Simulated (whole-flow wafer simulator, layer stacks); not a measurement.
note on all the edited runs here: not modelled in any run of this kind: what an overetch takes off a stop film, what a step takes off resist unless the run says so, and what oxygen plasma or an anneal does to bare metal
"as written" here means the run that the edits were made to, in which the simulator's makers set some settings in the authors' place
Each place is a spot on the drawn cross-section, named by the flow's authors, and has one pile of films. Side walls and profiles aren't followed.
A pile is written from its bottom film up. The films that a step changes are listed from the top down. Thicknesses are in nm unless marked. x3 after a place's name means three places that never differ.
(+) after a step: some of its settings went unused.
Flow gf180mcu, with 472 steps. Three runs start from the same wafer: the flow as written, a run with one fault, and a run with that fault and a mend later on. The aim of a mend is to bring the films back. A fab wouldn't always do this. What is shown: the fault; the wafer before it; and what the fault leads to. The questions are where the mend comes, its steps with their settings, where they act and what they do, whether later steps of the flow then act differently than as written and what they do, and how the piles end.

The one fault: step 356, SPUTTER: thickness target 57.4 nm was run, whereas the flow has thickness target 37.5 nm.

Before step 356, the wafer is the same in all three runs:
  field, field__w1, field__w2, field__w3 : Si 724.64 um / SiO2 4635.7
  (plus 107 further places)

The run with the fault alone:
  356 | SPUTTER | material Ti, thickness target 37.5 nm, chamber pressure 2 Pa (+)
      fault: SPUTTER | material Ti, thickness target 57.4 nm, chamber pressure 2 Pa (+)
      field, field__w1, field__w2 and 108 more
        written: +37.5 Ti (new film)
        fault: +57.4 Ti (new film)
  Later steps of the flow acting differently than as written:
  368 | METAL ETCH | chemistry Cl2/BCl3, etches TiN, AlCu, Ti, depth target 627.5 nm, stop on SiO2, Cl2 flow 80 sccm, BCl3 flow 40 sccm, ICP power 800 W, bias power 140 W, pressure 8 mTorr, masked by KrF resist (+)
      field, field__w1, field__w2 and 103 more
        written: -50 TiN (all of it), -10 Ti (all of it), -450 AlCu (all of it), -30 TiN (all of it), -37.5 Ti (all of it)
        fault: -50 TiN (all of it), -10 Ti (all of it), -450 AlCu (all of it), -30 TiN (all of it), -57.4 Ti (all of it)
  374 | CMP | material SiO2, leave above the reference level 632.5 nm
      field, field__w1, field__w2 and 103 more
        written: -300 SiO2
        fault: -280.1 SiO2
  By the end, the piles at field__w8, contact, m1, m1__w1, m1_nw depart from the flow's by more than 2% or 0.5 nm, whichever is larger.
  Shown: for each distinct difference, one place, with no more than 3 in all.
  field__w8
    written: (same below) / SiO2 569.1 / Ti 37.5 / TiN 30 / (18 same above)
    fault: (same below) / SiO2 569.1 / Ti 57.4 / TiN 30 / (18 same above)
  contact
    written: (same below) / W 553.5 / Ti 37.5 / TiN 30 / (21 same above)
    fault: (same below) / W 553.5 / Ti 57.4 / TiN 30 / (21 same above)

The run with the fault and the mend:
  The mend stands after step 356.
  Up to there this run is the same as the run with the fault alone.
  356a | METAL ETCH | chemistry Cl2/BCl3, etches TiN, AlCu, Ti, depth target 19.9 nm, Cl2 flow 80 sccm, BCl3 flow 40 sccm, ICP power 800 W, bias power 140 W, pressure 8 mTorr (the flow's step 260 again, with other settings)
      field, field__w1, field__w2 and 108 more
        -19.9 Ti
  None of the later steps of the flow acts differently than as written at any place that is followed.
  The piles end the same as the flow's at every place that both follow.
